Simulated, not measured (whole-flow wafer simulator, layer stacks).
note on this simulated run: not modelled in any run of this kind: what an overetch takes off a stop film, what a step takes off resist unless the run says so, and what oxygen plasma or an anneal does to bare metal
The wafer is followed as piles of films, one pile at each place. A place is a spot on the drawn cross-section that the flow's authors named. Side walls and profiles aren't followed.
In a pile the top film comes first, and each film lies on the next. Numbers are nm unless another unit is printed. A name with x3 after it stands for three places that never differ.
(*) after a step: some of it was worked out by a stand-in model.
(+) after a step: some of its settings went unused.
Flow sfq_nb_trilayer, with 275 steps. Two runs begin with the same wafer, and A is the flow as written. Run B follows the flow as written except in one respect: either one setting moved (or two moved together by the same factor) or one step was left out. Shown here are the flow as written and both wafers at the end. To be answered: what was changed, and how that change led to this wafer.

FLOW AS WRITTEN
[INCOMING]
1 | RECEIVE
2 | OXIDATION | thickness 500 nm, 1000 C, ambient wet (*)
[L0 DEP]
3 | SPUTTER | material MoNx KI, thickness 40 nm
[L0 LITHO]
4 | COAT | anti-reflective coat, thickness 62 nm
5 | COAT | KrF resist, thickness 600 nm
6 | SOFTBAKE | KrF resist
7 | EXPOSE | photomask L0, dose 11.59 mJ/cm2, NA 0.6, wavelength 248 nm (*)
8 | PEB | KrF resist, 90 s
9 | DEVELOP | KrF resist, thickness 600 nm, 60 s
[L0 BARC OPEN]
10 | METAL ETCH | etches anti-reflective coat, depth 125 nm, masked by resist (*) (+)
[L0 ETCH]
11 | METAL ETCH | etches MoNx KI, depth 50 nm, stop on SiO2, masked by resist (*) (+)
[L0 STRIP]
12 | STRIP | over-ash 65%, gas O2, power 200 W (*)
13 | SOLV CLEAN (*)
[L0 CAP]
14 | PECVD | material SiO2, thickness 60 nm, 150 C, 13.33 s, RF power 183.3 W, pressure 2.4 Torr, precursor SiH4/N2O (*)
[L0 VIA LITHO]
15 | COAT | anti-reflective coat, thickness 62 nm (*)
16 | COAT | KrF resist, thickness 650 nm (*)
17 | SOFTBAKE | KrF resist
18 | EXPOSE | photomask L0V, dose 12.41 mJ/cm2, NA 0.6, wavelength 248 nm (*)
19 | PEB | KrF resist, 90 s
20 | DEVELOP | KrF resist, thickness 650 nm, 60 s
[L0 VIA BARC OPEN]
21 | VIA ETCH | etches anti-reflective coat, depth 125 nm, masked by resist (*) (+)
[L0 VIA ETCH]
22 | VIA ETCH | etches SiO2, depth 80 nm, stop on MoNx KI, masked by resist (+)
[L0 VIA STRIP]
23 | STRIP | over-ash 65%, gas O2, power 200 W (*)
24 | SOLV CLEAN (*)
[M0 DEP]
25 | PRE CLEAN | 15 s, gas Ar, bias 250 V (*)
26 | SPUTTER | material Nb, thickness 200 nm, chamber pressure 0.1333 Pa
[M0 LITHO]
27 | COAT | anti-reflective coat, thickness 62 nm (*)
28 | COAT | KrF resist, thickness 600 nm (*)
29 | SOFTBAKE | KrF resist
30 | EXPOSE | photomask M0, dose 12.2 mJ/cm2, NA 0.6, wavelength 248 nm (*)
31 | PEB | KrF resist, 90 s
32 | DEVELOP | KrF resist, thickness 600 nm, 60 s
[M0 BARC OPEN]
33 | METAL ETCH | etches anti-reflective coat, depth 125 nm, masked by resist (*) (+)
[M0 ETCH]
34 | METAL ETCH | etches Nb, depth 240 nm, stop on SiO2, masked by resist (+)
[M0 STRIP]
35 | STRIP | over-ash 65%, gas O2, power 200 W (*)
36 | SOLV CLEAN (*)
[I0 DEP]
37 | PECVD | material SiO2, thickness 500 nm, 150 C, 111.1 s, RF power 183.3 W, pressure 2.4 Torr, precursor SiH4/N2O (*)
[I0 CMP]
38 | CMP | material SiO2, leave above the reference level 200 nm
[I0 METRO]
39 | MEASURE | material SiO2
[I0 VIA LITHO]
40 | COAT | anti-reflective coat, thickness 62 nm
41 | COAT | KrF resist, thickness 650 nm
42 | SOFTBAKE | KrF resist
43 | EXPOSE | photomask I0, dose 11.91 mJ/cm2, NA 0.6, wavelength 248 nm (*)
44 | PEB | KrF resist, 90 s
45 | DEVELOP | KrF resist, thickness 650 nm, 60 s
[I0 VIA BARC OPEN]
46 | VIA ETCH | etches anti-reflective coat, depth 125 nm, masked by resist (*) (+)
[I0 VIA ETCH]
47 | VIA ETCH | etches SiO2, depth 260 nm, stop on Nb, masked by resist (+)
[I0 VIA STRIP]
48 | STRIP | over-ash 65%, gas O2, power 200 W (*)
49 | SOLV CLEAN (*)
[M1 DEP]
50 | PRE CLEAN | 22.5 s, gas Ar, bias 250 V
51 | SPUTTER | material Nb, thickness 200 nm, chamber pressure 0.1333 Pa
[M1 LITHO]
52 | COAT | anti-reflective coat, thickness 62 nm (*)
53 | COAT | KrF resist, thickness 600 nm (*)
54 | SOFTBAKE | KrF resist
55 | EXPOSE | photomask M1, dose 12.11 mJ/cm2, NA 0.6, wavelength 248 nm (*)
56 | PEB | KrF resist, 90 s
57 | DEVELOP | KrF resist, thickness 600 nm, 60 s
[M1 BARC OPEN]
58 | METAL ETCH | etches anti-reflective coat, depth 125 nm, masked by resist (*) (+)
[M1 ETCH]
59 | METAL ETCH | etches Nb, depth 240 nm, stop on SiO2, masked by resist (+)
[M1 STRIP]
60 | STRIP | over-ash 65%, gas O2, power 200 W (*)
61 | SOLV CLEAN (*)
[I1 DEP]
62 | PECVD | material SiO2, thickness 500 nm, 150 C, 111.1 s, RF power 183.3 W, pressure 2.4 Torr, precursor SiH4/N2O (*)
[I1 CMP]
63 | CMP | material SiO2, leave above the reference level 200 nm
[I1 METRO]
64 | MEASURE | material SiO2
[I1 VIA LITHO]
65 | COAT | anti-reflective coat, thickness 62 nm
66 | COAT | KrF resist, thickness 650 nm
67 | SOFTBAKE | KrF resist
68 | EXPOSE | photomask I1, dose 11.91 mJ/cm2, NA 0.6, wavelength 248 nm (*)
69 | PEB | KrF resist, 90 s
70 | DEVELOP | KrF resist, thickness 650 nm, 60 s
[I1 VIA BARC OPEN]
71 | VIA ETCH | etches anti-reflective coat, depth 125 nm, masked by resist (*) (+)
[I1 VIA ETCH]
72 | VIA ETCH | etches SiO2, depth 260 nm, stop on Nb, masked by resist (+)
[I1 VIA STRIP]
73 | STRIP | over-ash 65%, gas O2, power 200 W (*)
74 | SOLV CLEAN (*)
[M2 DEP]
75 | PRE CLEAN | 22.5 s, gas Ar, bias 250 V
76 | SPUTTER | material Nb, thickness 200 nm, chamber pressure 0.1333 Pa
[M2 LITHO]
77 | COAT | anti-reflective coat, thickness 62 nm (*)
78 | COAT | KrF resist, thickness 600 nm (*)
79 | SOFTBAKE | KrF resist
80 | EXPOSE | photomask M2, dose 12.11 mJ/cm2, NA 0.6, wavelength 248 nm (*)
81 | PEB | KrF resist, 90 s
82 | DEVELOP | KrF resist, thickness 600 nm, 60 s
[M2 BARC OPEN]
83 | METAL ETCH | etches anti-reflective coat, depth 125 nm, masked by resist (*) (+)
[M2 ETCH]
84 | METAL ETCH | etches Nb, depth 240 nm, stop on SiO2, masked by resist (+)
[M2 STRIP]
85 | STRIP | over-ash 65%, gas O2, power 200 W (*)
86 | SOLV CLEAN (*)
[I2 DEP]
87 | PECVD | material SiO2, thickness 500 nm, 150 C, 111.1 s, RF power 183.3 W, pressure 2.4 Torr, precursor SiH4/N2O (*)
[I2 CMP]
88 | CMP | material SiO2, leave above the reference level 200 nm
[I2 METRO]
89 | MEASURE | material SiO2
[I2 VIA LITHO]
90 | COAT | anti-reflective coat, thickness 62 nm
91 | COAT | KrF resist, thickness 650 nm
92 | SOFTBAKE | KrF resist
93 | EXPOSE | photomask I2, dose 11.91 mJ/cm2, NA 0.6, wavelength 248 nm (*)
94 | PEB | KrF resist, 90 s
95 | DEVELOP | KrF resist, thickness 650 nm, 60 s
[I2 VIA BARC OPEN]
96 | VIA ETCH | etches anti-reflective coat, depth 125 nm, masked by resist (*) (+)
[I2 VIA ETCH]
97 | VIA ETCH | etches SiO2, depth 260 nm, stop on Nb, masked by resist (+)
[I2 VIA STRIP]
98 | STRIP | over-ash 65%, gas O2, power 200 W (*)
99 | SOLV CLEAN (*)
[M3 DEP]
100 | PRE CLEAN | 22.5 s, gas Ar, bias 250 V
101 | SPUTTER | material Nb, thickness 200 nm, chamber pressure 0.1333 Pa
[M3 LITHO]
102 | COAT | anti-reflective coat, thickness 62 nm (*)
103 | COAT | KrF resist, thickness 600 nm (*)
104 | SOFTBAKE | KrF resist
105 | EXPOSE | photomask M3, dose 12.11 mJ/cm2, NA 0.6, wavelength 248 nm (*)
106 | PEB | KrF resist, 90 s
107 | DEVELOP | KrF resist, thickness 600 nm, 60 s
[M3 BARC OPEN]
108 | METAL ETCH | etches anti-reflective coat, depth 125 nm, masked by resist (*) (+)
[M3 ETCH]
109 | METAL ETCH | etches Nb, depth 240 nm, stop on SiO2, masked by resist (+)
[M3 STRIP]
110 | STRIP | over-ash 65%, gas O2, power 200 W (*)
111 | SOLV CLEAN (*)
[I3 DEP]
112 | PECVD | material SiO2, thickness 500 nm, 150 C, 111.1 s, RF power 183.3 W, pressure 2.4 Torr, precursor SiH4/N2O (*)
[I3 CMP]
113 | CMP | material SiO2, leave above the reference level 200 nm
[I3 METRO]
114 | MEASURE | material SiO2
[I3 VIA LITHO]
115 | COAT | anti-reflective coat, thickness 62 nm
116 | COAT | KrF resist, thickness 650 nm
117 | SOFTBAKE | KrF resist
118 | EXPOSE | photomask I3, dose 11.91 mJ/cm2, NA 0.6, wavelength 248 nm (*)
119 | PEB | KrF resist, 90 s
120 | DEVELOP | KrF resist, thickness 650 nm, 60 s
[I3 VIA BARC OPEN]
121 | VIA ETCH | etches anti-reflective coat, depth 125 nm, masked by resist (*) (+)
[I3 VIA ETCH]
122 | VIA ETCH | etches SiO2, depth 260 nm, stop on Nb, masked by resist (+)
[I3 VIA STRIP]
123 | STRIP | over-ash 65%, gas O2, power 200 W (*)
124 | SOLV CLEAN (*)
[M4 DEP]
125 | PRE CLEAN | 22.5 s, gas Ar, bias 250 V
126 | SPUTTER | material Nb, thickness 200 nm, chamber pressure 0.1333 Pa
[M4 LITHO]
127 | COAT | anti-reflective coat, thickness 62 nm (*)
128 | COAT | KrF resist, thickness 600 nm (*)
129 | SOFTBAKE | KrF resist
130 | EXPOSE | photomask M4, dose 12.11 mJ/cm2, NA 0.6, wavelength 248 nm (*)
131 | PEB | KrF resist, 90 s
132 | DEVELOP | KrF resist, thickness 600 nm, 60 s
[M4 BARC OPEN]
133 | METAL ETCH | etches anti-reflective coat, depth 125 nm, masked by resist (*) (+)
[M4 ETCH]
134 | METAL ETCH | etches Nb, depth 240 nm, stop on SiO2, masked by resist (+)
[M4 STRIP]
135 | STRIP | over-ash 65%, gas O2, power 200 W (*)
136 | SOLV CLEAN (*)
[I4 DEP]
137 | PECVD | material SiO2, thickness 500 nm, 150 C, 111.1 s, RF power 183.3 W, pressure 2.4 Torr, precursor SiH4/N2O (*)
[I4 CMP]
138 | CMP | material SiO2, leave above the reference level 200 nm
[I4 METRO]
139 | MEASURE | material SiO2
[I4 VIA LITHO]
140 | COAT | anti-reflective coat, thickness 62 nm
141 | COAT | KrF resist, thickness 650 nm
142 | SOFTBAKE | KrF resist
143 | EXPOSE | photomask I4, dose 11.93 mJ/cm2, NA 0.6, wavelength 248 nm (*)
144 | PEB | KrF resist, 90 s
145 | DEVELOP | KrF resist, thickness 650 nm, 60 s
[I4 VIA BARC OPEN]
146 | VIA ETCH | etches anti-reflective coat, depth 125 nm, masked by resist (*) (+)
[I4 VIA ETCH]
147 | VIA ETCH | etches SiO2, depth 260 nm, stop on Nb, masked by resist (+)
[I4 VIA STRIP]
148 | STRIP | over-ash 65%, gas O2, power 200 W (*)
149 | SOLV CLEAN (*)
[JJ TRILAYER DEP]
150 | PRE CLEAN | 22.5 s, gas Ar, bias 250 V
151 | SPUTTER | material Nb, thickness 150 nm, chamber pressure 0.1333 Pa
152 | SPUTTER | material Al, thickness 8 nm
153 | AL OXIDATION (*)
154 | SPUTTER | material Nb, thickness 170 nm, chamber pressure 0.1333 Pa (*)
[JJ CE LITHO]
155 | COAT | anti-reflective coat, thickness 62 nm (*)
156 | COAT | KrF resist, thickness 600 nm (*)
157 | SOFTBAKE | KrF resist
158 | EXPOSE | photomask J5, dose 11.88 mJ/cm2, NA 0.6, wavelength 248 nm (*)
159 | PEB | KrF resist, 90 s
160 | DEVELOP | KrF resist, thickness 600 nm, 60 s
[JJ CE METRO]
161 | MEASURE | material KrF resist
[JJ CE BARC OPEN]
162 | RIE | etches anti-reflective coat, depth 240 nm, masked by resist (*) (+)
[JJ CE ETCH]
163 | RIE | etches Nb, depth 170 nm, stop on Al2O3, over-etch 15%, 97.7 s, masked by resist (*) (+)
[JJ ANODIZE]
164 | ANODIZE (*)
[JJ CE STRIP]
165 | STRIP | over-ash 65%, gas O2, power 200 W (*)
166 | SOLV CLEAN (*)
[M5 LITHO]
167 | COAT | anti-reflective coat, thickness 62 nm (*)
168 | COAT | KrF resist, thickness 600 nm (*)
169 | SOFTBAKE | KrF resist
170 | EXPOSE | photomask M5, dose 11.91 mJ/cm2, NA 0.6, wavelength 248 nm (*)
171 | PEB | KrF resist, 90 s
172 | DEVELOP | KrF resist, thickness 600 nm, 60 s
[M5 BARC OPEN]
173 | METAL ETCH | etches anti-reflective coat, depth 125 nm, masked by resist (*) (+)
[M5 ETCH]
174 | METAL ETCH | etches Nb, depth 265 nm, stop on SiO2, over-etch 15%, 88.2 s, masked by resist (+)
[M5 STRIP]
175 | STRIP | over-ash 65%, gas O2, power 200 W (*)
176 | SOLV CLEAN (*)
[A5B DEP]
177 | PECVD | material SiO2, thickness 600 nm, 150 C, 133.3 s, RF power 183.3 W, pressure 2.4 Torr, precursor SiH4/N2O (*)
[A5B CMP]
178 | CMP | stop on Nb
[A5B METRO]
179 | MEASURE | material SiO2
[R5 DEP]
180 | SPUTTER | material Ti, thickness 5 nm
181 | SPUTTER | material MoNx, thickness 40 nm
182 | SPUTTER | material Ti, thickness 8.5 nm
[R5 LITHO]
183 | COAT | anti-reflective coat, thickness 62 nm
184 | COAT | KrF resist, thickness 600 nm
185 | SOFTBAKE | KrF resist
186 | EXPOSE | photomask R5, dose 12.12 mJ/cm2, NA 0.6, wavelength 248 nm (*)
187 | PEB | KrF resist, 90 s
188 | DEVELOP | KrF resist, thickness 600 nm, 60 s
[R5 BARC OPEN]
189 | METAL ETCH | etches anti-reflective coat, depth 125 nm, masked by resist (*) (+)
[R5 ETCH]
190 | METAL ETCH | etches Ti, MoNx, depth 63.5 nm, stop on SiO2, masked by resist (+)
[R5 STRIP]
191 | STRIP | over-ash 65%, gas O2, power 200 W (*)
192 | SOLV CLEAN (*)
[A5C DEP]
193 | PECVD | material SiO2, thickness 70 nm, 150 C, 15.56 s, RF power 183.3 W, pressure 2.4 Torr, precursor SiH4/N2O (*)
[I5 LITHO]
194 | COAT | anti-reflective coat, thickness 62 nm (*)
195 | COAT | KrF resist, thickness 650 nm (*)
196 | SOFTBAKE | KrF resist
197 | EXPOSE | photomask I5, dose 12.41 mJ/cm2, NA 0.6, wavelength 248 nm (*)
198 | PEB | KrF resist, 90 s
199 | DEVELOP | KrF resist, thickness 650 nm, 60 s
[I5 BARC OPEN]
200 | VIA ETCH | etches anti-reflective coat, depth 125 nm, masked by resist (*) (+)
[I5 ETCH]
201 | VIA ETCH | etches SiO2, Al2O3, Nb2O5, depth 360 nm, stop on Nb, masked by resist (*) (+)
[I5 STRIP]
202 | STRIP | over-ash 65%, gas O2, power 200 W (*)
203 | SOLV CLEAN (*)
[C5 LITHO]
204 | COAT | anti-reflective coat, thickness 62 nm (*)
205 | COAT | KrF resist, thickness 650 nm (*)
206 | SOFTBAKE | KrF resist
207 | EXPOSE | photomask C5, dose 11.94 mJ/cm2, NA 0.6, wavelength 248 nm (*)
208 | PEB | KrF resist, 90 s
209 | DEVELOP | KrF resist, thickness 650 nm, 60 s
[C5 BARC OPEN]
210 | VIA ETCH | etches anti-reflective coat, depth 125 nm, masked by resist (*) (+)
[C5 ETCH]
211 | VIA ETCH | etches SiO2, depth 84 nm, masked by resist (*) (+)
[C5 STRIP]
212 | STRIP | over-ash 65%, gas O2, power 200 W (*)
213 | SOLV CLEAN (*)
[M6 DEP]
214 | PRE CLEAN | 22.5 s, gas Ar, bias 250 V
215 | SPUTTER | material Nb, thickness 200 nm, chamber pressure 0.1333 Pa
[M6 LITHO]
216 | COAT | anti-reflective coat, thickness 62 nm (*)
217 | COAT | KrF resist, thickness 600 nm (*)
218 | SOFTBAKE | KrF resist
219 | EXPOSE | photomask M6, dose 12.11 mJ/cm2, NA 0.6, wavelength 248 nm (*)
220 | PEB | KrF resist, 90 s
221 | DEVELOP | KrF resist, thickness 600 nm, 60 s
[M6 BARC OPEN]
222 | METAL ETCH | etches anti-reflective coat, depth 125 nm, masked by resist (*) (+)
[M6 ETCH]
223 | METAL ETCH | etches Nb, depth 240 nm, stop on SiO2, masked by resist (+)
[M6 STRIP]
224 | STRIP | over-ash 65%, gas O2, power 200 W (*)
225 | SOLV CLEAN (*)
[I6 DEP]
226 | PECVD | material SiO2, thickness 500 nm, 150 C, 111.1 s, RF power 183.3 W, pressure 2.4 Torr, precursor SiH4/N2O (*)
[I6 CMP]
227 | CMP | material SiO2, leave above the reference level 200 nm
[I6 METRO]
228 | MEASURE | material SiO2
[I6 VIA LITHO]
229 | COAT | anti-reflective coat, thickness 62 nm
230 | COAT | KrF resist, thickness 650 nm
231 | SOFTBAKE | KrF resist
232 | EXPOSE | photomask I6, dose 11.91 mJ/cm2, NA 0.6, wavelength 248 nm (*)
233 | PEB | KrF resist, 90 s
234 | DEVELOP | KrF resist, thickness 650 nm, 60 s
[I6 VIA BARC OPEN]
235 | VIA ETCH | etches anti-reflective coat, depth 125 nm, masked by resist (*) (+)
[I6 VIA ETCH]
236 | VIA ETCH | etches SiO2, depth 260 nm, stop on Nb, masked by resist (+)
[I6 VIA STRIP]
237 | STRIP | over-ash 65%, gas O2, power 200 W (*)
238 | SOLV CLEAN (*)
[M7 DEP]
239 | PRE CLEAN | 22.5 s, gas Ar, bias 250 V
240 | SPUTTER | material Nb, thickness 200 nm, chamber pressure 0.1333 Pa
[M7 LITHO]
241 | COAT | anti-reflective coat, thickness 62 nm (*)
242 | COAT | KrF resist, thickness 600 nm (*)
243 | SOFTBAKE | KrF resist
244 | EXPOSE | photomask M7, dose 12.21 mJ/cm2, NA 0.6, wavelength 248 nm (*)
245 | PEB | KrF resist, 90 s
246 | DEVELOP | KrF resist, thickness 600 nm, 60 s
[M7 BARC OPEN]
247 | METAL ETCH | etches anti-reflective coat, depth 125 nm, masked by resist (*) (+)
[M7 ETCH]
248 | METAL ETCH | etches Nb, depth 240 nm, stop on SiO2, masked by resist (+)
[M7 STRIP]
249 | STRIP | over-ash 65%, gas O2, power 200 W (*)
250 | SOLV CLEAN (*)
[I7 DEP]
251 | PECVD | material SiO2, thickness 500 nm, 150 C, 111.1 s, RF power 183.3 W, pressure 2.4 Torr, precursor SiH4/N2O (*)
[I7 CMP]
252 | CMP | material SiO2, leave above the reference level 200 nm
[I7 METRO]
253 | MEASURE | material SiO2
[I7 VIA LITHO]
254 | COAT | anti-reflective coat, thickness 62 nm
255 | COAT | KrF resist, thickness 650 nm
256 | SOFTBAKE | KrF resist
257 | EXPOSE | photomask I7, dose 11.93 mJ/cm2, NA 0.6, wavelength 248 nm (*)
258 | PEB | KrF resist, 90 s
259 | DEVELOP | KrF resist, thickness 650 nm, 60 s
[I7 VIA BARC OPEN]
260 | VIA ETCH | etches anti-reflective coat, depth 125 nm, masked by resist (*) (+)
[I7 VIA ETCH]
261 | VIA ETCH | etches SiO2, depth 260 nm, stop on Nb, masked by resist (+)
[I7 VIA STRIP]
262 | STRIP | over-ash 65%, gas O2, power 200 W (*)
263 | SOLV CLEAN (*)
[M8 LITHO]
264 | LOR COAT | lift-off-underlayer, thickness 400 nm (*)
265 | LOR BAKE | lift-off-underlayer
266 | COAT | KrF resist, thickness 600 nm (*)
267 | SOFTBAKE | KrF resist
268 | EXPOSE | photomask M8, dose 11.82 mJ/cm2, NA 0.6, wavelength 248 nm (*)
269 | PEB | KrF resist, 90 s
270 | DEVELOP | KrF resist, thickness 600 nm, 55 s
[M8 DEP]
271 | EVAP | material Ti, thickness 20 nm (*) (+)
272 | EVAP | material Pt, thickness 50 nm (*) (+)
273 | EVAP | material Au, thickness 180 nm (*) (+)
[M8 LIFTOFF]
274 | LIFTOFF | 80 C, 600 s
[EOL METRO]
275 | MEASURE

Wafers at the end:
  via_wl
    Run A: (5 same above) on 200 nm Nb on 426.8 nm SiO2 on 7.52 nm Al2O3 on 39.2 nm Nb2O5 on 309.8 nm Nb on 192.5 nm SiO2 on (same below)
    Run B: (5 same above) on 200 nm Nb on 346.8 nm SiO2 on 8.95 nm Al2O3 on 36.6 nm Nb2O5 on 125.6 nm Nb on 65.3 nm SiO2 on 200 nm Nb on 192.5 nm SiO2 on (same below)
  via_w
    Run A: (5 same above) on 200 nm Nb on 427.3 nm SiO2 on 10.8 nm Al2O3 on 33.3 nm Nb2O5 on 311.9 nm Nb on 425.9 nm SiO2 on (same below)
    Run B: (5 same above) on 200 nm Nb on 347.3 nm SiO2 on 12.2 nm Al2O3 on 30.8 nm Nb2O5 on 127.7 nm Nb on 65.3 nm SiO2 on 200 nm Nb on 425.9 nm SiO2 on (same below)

Cause: step 147, VIA ETCH: depth 127 nm was run, though the flow has depth 260 nm.

The path from the change to this, step by step:
  147 | VIA ETCH | etches SiO2, depth 260 nm, stop on Nb, masked by resist (+)
      via_wl, via_w, via_wr: A -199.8 SiO2 (all of it) | B -127 SiO2
      field_l, v_sur, via_sp and 100 more: A -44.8 KrF resist | B -21.9 KrF resist
  148 | STRIP | over-ash 65%, gas O2, power 200 W (*)
      field_l, v_sur, via_sp and 100 more: A -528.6 KrF resist (all of it), -62 anti-reflective coat (all of it) | B -551.5 KrF resist (all of it), -62 anti-reflective coat (all of it)
  150 | PRE CLEAN | 22.5 s, gas Ar, bias 250 V
      via_wl, via_w, via_wr: A -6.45 Nb | B -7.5 SiO2
  151 | SPUTTER | material Nb, thickness 150 nm, chamber pressure 0.1333 Pa
      via_wl, via_w, via_wr: A +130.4 Nb | B +138.8 Nb (new film)
  152 | SPUTTER | material Al, thickness 8 nm
      via_wl, via_wr: A +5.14 Al (new film) | B +6 Al (new film)
      via_w: A +7.12 Al (new film) | B +7.78 Al (new film)
  154 | SPUTTER | material Nb, thickness 170 nm, chamber pressure 0.1333 Pa (*)
      via_wl, via_wr: A +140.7 Nb (new film) | B +123 Nb (new film)
      via_w: A +141 Nb (new film) | B +165.6 Nb (new film)
  155 | COAT | anti-reflective coat, thickness 62 nm (*)
      via_wl, via_wr: A +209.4 anti-reflective coat (new film) | B +188.3 anti-reflective coat (new film)
      v_sur: A +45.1 anti-reflective coat (new film) | B +48.6 anti-reflective coat (new film)
      (also at 2 further places)
  156 | COAT | KrF resist, thickness 600 nm (*)
      via_wl: A +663 KrF resist (new film) | B +638.1 KrF resist (new film)
      via_w: A +763.8 KrF resist (new film) | B +685.6 KrF resist (new film)
      (also at 1 further place)
  160 | DEVELOP | KrF resist, thickness 600 nm, 60 s
      via_wl: A -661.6 KrF resist (all of it) | B -636.8 KrF resist (all of it)
      via_w: A -762.1 KrF resist (all of it) | B -684.2 KrF resist (all of it)
      (also at 1 further place)
  162 | RIE | etches anti-reflective coat, depth 240 nm, masked by resist (*) (+)
      ce_l, c5j, ce_r, wl_jj: A -209.4 KrF resist | B -188.3 KrF resist
      via_wl, via_wr: A -209.4 anti-reflective coat (all of it) | B -188.3 anti-reflective coat (all of it)
      (also at 3 further places)
  163 | RIE | etches Nb, depth 170 nm, stop on Al2O3, over-etch 15%, 97.7 s, masked by resist (*) (+)
      via_w: A -141 Nb (all of it), -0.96 Al2O3 (all of it) | B -165.6 Nb (all of it), -0.6 Al2O3
      via_wl, via_wr: A -140.7 Nb (all of it), -0.96 Al2O3 (all of it) | B -123 Nb (all of it), -0.96 Al2O3 (all of it)
  164 | ANODIZE (*)
      via_w: A +10.8 Al2O3 (new film), +33.3 Nb2O5 (new film), -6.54 Al (all of it), -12 Nb | B +11.9 Al2O3, +30.8 Nb2O5 (new film), -7.2 Al (all of it), -11.1 Nb
      via_wl, via_wr: A +7.52 Al2O3 (new film), +39.2 Nb2O5 (new film), -4.56 Al (all of it), -14.1 Nb | B +8.95 Al2O3 (new film), +36.6 Nb2O5 (new film), -5.42 Al (all of it), -13.2 Nb
  165 | STRIP | over-ash 65%, gas O2, power 200 W (*)
      c5j, ce_r: A -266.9 KrF resist (all of it), -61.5 anti-reflective coat (all of it) | B -288.5 KrF resist (all of it), -61.7 anti-reflective coat (all of it)
      ce_l: A -266.8 KrF resist (all of it), -61.4 anti-reflective coat (all of it) | B -288.4 KrF resist (all of it), -61.7 anti-reflective coat (all of it)
      (also at 1 further place)
  167 | COAT | anti-reflective coat, thickness 62 nm (*)
      via_wl: A +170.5 anti-reflective coat (new film) | B +116 anti-reflective coat (new film)
      via_w: A +84.1 anti-reflective coat (new film) | B +74.6 anti-reflective coat (new film)
      (also at 2 further places)
  168 | COAT | KrF resist, thickness 600 nm (*)
      v_sur: A +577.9 KrF resist (new film) | B +590 KrF resist (new film)
      via_w: A +732.6 KrF resist (new film) | B +683.4 KrF resist (new film)
  175 | STRIP | over-ash 65%, gas O2, power 200 W (*)
      v_sur: A -349.2 KrF resist (all of it), -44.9 anti-reflective coat (all of it) | B -361.2 KrF resist (all of it), -45.2 anti-reflective coat (all of it)
      via_wl: A -427 KrF resist (all of it), -170.5 anti-reflective coat (all of it) | B -419 KrF resist (all of it), -116 anti-reflective coat (all of it)
      (also at 3 further places)
  178 | CMP | stop on Nb
      via_wl, via_wr: A -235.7 SiO2 | B -315.7 SiO2
      via_w: A -235.2 SiO2 | B -315.2 SiO2
Taking metal films that touch as one body, via_wl has 8 bodies (between them, from the top down: SiO2 192.5; SiO2 346.8 / Al2O3 8.95 / Nb2O5 36.6; SiO2 65.3; SiO2 192.5; SiO2 192.5; SiO2 192.5; SiO2 192.5); the flow as written gives 7 bodies (between them, from the top down: SiO2 192.5; SiO2 426.8 / Al2O3 7.52 / Nb2O5 39.2; SiO2 192.5; SiO2 192.5; SiO2 192.5; SiO2 192.5).
Taking metal films that touch as one body, via_w has 6 bodies (between them, from the top down: SiO2 192.5; SiO2 347.3 / Al2O3 12.2 / Nb2O5 30.8; SiO2 65.3; SiO2 425.9; SiO2 416.9); the flow as written gives 5 bodies (between them, from the top down: SiO2 192.5; SiO2 427.3 / Al2O3 10.8 / Nb2O5 33.3; SiO2 425.9; SiO2 416.9).
